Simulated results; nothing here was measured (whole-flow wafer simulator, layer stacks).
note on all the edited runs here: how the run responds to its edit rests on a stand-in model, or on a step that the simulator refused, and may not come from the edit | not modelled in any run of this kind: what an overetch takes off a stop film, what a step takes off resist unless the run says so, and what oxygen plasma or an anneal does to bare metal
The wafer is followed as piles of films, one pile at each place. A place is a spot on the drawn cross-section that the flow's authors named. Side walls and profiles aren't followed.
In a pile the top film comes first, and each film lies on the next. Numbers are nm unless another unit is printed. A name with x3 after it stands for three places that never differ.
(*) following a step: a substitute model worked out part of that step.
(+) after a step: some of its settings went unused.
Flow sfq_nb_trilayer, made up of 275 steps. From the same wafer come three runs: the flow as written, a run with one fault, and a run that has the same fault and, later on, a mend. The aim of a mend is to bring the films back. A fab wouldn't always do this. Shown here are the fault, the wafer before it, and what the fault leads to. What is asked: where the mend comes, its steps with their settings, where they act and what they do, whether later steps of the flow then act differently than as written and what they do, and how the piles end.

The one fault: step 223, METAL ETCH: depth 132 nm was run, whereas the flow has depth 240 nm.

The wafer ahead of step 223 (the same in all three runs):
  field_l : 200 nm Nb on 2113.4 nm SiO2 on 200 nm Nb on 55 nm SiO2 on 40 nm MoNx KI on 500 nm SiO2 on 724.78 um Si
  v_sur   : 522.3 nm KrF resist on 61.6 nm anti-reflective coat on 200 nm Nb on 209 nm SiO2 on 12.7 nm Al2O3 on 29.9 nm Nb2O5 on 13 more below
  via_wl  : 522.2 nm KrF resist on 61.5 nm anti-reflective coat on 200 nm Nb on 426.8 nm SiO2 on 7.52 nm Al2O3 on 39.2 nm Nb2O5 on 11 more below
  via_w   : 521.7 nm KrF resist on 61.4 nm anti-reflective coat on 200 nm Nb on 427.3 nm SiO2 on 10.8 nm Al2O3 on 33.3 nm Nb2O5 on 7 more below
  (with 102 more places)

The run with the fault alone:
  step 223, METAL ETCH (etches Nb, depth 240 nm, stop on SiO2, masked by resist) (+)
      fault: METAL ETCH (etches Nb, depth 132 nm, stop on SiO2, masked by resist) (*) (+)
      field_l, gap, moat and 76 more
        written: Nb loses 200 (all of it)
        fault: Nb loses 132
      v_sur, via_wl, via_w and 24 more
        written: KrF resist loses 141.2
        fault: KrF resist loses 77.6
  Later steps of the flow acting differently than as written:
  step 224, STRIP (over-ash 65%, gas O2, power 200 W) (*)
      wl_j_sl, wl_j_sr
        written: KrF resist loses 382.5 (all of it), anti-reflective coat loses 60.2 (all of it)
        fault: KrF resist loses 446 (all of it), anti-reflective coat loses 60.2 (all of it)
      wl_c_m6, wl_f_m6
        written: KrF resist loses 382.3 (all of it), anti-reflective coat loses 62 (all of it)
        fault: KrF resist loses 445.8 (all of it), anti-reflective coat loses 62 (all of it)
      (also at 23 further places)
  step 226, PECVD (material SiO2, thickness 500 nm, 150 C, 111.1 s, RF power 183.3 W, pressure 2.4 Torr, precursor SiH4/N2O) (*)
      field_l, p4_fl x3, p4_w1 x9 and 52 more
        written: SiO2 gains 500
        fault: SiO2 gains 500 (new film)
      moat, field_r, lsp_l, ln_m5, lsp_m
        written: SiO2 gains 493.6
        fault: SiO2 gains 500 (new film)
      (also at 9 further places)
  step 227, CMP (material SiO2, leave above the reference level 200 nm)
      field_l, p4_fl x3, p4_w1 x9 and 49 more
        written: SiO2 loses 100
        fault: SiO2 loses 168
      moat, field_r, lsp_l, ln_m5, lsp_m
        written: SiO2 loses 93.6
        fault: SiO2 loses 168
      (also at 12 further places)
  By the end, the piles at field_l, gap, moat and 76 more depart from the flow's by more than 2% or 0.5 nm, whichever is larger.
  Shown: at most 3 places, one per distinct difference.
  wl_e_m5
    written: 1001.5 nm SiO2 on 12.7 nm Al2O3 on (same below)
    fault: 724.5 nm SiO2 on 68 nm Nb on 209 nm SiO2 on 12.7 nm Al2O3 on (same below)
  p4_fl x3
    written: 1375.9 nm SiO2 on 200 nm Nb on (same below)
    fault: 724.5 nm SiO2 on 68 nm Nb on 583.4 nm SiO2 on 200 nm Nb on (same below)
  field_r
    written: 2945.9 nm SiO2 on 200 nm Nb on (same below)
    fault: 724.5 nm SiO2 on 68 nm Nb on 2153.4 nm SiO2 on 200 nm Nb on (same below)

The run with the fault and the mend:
  The mend stands after step 223.
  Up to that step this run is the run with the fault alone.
  step 223a, METAL ETCH (etches Nb, depth 108 nm, stop on SiO2, masked by resist) (+) (the flow's step 223, run once more with other settings)
      field_l, gap, moat and 76 more
        Nb loses 68 (all of it)
      v_sur, via_wl, via_w and 24 more
        KrF resist loses 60
  Later steps of the flow that are run all act as written at every place that is followed, up to a difference of at most 2% or 0.5 nm, whichever is larger.
  At every place that both follow, the piles at the end match the flow's.
